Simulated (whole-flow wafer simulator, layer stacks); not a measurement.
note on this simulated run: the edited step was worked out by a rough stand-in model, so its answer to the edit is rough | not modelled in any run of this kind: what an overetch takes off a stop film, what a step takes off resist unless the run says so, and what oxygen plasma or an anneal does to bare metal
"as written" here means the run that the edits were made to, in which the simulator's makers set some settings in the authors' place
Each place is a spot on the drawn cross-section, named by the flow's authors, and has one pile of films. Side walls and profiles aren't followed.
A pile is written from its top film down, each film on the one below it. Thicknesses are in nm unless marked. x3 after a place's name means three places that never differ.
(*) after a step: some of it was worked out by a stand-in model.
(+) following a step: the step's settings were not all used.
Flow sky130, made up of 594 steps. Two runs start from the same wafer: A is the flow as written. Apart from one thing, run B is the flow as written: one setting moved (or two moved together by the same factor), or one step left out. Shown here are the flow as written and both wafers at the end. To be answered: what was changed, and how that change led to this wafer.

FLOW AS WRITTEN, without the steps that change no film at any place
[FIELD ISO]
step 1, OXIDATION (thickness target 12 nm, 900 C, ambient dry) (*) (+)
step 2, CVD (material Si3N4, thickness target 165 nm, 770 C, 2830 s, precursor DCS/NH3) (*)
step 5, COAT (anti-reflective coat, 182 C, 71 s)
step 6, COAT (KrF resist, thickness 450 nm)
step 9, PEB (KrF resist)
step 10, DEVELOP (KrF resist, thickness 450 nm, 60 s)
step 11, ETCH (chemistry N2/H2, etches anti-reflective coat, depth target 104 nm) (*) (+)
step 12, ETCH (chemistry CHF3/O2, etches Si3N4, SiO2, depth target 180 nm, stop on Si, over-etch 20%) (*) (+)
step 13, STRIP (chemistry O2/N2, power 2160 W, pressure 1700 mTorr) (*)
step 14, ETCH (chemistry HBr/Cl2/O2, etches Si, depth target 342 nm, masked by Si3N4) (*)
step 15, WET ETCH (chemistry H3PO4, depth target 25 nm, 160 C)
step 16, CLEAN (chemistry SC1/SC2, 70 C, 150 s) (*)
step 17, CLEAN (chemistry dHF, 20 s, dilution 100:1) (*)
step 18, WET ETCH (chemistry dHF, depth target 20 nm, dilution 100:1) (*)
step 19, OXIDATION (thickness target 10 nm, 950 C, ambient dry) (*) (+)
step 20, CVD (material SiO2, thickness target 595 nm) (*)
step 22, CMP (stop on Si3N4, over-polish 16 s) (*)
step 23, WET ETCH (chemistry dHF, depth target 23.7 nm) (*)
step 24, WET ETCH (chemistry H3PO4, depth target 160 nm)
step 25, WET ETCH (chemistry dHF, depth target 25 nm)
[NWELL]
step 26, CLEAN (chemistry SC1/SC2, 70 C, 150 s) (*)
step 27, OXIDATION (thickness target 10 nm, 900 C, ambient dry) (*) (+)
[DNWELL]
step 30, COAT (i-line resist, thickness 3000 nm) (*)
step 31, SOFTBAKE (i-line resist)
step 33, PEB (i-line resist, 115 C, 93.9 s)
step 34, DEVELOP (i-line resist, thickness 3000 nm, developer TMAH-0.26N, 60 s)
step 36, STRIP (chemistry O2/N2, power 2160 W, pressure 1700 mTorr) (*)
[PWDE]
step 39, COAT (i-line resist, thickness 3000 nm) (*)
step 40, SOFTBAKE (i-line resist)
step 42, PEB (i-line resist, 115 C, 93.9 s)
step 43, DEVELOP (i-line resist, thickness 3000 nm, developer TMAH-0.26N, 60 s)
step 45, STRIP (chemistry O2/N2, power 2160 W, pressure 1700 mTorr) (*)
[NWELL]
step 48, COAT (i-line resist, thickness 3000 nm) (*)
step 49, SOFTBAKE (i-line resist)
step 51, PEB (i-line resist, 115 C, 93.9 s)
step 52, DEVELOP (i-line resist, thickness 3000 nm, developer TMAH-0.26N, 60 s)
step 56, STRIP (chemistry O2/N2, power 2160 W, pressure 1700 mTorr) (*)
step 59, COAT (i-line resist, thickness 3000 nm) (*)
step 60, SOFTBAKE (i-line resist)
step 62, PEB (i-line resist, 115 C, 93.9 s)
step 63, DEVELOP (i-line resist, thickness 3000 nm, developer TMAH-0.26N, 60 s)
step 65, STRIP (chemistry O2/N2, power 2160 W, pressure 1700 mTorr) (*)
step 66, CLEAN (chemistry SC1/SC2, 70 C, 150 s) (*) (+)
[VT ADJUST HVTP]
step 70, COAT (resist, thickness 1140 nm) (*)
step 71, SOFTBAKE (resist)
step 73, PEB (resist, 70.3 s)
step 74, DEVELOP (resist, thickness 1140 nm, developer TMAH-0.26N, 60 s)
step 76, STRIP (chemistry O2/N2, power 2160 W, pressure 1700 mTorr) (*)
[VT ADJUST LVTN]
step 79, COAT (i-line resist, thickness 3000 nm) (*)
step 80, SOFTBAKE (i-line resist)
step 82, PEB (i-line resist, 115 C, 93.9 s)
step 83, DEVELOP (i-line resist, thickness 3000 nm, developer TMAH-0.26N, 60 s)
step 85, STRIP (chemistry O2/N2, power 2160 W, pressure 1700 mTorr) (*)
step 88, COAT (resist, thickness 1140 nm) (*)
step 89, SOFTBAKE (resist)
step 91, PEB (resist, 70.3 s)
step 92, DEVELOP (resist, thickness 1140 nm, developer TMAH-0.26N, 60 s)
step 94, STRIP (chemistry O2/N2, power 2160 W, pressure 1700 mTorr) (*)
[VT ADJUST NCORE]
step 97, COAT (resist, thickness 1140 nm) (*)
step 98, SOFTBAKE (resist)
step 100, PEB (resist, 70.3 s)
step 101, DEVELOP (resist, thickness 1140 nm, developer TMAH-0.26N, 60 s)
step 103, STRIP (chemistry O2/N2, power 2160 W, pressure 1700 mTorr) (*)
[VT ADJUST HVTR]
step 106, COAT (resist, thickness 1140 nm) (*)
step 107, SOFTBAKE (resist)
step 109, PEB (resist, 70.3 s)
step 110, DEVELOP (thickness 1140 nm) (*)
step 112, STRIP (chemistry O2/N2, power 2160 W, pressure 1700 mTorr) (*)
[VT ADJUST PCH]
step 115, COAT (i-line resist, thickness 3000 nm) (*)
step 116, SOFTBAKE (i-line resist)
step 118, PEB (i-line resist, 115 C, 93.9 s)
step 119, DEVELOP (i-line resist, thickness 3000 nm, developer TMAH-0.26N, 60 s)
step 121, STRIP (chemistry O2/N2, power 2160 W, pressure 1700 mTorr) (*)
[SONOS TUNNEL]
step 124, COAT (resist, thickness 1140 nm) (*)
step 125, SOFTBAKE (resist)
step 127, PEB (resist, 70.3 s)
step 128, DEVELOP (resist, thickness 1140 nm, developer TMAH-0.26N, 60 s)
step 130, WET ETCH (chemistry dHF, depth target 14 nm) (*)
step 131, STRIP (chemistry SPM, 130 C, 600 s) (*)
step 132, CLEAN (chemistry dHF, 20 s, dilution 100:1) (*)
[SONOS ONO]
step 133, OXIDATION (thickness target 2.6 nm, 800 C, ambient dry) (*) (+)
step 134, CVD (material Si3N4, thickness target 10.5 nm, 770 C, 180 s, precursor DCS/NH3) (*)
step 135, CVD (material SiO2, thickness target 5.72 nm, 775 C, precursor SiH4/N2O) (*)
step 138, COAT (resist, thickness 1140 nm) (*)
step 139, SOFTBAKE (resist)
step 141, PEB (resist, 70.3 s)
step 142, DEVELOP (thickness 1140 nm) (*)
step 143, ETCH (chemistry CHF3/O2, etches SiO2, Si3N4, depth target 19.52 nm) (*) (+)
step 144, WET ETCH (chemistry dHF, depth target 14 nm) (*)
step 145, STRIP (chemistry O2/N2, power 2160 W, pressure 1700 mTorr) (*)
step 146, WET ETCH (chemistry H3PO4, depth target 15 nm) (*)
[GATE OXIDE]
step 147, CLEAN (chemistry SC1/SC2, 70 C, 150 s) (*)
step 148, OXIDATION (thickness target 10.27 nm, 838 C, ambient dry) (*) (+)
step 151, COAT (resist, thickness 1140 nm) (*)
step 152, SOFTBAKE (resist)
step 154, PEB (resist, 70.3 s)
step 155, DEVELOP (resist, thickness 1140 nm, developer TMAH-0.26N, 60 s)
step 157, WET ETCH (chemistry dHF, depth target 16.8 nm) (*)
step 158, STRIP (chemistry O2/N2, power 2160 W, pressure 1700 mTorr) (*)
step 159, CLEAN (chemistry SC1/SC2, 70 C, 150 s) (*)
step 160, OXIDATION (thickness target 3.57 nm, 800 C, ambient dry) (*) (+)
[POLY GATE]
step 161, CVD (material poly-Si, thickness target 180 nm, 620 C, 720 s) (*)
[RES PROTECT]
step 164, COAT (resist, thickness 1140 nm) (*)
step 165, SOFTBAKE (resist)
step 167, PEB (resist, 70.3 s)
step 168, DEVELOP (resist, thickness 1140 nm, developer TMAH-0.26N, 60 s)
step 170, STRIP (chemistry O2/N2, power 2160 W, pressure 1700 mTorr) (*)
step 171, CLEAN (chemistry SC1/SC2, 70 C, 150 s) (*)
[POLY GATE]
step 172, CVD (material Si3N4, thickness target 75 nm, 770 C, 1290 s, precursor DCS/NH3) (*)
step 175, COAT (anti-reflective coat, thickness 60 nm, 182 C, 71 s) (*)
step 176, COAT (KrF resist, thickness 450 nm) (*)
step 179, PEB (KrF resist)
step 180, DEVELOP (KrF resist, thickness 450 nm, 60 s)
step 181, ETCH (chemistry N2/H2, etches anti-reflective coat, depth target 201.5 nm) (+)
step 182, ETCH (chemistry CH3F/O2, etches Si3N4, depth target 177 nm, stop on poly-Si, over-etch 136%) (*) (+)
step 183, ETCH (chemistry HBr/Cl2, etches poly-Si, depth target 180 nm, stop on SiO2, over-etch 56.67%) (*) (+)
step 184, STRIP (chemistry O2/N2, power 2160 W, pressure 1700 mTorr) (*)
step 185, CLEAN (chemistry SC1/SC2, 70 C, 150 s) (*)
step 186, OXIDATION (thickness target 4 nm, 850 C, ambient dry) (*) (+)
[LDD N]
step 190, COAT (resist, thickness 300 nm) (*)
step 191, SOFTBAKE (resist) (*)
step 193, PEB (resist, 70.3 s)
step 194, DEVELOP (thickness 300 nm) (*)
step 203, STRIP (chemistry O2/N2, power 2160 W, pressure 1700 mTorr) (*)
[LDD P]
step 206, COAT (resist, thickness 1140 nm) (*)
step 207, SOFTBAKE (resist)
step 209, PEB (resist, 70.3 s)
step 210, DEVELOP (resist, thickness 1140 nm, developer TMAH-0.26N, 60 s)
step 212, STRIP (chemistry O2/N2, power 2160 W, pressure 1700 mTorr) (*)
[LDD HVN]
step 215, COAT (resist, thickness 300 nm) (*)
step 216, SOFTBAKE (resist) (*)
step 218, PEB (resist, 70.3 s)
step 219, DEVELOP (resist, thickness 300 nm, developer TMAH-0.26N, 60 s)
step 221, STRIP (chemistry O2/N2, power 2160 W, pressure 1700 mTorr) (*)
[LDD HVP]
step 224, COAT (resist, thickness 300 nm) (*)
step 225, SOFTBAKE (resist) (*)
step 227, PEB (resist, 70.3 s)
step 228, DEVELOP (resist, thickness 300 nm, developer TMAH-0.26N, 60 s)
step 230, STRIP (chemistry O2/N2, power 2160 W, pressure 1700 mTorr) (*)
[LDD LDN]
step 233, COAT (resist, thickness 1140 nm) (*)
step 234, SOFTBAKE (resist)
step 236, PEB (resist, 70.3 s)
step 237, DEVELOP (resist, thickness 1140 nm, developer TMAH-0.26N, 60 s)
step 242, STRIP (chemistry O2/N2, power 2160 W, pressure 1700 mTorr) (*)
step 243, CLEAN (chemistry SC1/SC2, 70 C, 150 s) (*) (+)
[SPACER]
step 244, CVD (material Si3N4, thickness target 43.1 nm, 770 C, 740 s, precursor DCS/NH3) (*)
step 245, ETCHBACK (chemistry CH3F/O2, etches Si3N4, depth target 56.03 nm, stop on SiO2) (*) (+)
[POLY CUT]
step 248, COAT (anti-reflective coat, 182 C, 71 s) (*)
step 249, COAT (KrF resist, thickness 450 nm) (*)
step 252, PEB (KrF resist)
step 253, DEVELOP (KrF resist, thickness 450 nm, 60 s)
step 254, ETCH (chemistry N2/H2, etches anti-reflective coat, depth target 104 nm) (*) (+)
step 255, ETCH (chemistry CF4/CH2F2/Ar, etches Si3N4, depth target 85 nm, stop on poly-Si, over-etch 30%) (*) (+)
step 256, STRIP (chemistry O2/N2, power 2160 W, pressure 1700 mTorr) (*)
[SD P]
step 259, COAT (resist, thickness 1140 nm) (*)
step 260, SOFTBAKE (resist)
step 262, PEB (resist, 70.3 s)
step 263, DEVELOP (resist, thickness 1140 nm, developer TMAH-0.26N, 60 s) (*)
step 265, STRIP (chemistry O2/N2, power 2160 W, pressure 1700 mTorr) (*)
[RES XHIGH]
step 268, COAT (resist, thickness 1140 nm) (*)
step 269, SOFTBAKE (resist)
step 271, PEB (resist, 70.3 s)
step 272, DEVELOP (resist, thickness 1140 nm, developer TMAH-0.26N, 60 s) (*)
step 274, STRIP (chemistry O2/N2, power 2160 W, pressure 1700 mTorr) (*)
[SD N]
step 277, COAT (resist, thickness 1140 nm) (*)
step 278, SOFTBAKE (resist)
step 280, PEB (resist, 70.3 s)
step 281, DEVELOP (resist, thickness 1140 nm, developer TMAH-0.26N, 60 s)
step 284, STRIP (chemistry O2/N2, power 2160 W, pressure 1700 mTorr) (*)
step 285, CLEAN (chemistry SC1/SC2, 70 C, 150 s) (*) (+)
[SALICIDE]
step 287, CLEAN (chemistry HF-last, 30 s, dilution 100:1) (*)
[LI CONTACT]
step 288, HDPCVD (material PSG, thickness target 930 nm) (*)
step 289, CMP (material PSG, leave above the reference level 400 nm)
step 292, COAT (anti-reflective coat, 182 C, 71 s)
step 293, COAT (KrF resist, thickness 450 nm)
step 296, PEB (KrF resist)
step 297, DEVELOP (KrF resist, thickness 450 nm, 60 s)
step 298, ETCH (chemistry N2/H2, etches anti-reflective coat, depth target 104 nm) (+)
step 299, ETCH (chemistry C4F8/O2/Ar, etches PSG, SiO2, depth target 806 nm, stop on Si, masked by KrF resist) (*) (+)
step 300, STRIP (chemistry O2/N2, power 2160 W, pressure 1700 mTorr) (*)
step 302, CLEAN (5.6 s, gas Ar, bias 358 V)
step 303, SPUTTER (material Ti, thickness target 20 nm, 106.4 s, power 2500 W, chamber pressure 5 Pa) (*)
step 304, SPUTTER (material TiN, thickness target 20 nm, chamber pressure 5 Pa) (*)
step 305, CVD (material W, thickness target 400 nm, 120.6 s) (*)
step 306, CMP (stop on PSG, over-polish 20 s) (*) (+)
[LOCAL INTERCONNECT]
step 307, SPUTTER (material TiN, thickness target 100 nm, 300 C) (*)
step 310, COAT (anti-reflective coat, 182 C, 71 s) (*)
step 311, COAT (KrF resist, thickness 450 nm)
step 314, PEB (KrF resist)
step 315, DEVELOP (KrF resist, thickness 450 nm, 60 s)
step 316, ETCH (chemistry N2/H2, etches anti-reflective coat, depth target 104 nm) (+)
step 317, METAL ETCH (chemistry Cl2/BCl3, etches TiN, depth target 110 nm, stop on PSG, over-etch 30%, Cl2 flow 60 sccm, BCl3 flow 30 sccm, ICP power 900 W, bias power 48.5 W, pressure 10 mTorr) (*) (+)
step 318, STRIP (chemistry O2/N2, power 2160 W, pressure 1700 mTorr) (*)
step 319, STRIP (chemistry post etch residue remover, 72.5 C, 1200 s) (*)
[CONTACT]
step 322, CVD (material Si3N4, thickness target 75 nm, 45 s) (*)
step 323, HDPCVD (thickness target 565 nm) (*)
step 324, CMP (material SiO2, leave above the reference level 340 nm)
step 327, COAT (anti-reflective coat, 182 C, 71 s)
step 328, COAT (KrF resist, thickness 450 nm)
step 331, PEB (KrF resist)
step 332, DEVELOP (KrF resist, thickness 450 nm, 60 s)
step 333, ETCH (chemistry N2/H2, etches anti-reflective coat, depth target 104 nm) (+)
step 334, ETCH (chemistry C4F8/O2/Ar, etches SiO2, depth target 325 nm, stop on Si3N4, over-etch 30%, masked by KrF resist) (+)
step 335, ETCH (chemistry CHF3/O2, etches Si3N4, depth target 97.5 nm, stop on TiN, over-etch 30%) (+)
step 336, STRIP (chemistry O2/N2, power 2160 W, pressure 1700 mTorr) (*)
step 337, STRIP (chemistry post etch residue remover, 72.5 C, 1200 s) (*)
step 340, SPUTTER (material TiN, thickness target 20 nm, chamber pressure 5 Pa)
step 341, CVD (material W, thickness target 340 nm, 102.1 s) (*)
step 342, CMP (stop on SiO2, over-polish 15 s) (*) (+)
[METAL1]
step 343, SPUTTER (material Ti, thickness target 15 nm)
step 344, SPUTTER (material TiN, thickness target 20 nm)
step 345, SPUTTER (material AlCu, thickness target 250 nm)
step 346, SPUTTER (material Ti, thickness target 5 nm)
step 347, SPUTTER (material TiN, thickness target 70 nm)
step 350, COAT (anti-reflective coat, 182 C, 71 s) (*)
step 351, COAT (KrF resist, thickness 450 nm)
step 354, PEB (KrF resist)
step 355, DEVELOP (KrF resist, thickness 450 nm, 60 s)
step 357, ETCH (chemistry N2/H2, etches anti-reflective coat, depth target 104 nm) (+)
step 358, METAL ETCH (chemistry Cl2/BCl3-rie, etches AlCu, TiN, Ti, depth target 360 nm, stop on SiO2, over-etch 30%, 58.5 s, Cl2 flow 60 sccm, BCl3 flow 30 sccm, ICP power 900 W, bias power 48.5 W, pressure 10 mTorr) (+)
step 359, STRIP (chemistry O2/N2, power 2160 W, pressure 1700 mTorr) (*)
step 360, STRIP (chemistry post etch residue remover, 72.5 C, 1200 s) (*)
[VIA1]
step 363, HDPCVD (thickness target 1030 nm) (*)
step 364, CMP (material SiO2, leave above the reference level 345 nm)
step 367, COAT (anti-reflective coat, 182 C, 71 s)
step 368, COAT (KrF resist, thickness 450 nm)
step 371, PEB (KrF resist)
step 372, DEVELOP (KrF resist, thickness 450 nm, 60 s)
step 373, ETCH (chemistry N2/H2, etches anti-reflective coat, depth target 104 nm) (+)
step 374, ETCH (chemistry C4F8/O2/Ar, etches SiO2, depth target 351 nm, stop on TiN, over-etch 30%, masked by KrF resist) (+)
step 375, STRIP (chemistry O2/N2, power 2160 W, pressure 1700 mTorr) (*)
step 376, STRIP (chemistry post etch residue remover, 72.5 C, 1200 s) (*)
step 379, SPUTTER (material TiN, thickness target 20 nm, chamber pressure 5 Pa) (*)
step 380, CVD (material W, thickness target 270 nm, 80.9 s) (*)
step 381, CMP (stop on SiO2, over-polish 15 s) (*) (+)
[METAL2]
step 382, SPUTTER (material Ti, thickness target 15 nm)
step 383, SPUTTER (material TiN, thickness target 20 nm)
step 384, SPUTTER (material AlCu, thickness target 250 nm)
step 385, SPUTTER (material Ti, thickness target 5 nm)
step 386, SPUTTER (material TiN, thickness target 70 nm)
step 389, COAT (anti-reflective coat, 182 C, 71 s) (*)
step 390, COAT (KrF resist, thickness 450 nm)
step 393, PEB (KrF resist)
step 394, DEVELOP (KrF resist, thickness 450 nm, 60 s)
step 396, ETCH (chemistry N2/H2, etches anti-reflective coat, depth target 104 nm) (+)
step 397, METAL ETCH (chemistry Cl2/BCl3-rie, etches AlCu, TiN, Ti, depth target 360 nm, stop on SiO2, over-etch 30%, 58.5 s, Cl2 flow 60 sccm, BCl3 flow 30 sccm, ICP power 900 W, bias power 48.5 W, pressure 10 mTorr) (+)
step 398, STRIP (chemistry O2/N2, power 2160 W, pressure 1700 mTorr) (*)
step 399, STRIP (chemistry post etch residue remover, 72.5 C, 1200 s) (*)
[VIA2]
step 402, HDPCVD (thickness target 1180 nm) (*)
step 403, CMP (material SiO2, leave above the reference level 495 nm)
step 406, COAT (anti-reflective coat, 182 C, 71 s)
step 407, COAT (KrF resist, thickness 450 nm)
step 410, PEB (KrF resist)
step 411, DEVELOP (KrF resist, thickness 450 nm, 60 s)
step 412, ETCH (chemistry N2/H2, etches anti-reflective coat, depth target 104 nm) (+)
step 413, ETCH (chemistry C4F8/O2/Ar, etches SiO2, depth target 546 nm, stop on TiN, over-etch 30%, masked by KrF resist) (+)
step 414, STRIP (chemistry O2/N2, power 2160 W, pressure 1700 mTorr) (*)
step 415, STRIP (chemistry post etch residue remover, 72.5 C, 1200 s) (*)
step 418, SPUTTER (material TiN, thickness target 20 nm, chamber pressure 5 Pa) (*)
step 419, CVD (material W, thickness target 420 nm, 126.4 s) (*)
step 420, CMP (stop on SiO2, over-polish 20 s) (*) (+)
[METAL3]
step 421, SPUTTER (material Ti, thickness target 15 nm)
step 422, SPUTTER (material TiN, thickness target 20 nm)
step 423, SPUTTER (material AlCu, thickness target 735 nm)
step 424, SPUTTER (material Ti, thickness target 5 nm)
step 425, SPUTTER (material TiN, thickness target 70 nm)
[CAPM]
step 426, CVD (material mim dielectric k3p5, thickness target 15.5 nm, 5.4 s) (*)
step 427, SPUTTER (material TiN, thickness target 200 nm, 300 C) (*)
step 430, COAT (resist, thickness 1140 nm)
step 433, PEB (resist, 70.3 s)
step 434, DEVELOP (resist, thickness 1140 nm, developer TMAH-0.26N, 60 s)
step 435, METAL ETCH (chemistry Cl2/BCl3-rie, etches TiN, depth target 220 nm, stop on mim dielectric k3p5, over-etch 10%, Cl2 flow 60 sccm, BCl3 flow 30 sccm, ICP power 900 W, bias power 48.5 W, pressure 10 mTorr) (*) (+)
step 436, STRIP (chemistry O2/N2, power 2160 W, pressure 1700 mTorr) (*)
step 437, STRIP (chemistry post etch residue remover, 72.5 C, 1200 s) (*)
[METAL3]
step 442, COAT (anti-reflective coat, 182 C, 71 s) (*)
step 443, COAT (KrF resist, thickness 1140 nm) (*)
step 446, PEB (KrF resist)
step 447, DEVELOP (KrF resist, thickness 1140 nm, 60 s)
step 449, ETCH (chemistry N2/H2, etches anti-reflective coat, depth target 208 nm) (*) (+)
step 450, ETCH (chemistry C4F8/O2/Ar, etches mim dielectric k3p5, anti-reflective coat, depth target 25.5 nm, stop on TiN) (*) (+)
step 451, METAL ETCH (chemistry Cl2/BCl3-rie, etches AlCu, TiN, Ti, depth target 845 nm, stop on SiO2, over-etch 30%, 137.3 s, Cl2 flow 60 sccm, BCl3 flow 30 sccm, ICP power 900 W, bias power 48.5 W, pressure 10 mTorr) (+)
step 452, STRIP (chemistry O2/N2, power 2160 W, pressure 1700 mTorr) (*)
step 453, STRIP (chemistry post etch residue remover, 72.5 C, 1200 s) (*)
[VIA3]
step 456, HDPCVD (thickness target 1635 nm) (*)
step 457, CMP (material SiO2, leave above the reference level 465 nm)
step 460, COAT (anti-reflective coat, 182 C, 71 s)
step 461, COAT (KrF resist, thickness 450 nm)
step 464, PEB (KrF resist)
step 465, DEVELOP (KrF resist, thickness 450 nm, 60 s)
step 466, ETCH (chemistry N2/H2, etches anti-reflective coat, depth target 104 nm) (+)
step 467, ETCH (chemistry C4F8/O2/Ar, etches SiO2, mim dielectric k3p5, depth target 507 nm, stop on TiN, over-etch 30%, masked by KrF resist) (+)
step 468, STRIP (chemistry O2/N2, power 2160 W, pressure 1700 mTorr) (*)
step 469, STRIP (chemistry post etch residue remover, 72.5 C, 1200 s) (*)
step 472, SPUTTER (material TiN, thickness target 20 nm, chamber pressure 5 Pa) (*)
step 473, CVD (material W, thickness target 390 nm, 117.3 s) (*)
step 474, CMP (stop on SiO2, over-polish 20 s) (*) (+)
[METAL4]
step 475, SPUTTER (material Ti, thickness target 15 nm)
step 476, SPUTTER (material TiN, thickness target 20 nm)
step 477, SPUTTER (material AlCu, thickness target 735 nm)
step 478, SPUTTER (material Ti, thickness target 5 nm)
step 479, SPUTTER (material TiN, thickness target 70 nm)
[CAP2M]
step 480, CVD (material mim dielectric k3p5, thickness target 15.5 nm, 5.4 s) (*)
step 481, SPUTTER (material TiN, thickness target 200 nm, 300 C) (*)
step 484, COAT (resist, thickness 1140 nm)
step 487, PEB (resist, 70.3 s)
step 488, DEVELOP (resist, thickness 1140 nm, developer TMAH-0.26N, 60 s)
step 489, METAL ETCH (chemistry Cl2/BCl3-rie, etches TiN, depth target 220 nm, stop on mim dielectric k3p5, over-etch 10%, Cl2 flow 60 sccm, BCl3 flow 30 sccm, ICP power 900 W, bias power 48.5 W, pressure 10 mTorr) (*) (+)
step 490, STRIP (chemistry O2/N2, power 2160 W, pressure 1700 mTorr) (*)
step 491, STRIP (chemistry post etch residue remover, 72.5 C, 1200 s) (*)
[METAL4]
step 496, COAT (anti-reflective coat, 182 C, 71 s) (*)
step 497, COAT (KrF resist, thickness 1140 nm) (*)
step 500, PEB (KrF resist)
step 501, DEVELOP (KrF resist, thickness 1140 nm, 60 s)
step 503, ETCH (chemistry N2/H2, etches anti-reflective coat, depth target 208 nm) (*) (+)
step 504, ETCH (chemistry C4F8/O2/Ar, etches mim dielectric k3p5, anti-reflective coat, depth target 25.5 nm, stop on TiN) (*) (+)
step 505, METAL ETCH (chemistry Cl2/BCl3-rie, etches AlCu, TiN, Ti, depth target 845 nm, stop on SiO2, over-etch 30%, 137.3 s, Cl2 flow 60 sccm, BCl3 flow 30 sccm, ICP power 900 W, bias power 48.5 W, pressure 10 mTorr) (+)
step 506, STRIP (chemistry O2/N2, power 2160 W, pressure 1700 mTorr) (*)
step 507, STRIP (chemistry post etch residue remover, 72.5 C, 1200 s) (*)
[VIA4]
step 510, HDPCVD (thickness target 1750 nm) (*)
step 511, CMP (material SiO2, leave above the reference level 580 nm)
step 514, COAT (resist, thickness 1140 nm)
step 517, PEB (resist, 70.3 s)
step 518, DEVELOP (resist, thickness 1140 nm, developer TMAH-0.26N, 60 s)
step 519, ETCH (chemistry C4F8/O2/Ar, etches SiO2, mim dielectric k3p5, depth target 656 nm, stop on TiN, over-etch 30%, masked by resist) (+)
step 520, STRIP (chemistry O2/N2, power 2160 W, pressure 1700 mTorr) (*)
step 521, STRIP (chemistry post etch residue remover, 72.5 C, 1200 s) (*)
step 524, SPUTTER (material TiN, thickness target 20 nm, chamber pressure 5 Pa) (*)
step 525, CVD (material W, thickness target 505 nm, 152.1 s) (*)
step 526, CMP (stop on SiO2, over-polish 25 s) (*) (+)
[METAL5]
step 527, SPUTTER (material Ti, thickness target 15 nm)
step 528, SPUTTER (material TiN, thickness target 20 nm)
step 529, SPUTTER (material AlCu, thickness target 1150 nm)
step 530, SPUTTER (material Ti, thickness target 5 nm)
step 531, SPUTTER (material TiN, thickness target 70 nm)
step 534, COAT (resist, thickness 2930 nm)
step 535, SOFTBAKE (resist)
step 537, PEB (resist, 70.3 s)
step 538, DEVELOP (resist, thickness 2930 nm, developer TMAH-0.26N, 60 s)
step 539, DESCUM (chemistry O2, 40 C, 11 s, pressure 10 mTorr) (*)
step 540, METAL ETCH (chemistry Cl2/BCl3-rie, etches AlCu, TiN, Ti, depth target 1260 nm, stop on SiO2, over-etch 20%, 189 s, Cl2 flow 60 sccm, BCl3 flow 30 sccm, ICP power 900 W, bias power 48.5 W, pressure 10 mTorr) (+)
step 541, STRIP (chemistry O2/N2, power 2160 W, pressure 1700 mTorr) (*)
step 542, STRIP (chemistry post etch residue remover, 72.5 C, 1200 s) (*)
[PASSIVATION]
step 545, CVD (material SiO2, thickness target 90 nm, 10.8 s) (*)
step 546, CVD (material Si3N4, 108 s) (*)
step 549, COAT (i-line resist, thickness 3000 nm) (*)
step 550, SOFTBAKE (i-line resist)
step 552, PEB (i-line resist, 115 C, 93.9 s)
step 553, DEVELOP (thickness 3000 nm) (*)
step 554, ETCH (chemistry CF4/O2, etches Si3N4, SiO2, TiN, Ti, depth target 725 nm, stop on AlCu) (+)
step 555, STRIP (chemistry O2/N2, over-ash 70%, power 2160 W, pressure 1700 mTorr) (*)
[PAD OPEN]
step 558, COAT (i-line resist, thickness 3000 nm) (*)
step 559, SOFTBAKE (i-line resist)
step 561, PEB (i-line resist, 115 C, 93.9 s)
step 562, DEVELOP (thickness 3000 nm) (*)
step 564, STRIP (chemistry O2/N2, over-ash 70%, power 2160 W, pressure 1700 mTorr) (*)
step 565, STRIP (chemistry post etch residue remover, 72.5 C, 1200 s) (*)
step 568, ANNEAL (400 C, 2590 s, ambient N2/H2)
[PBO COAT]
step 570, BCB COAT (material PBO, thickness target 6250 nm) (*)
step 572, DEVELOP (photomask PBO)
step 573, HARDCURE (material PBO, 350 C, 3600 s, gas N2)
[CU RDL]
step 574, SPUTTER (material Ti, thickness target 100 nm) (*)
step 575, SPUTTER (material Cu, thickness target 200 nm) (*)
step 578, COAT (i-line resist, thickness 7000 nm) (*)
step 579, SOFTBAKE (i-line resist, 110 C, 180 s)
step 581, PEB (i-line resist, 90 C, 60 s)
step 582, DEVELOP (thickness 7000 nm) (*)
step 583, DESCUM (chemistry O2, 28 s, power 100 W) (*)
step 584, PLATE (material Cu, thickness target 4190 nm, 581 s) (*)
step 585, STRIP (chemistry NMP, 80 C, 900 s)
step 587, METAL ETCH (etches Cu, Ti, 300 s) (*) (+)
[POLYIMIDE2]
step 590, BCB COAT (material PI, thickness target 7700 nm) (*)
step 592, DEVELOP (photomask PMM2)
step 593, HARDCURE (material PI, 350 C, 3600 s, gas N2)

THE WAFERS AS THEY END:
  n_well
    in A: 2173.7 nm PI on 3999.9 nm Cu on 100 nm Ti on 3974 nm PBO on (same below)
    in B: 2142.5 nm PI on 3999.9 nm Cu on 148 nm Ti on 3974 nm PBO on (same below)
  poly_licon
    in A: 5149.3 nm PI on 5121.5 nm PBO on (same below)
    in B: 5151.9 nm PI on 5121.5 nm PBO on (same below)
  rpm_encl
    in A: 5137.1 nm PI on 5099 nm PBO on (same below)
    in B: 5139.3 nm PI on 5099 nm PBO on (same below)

What caused this: step 574, SPUTTER: thickness target 148 nm was run, whereas the flow has thickness target 100 nm.
The wafer lets one read it off: n_well has Ti 148, and step 574 as written asks for 100 nm.

The path from the change to this, step by step:
  step 574, SPUTTER (material Ti, thickness target 100 nm) (*)
      field, active, n_well and 190 more: A Ti gains 100 (new film) | B Ti gains 148 (new film)
  step 587, METAL ETCH (etches Cu, Ti, 300 s) (*) (+)
      field, active, gate and 167 more: A Cu loses 200 (all of it), Ti loses 100 (all of it) | B Cu loses 200 (all of it), Ti loses 148 (all of it)
  step 590, BCB COAT (material PI, thickness target 7700 nm) (*)
      de16_gate_nw: A PI gains 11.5 um (new film) | B PI gains 11.55 um (new film)
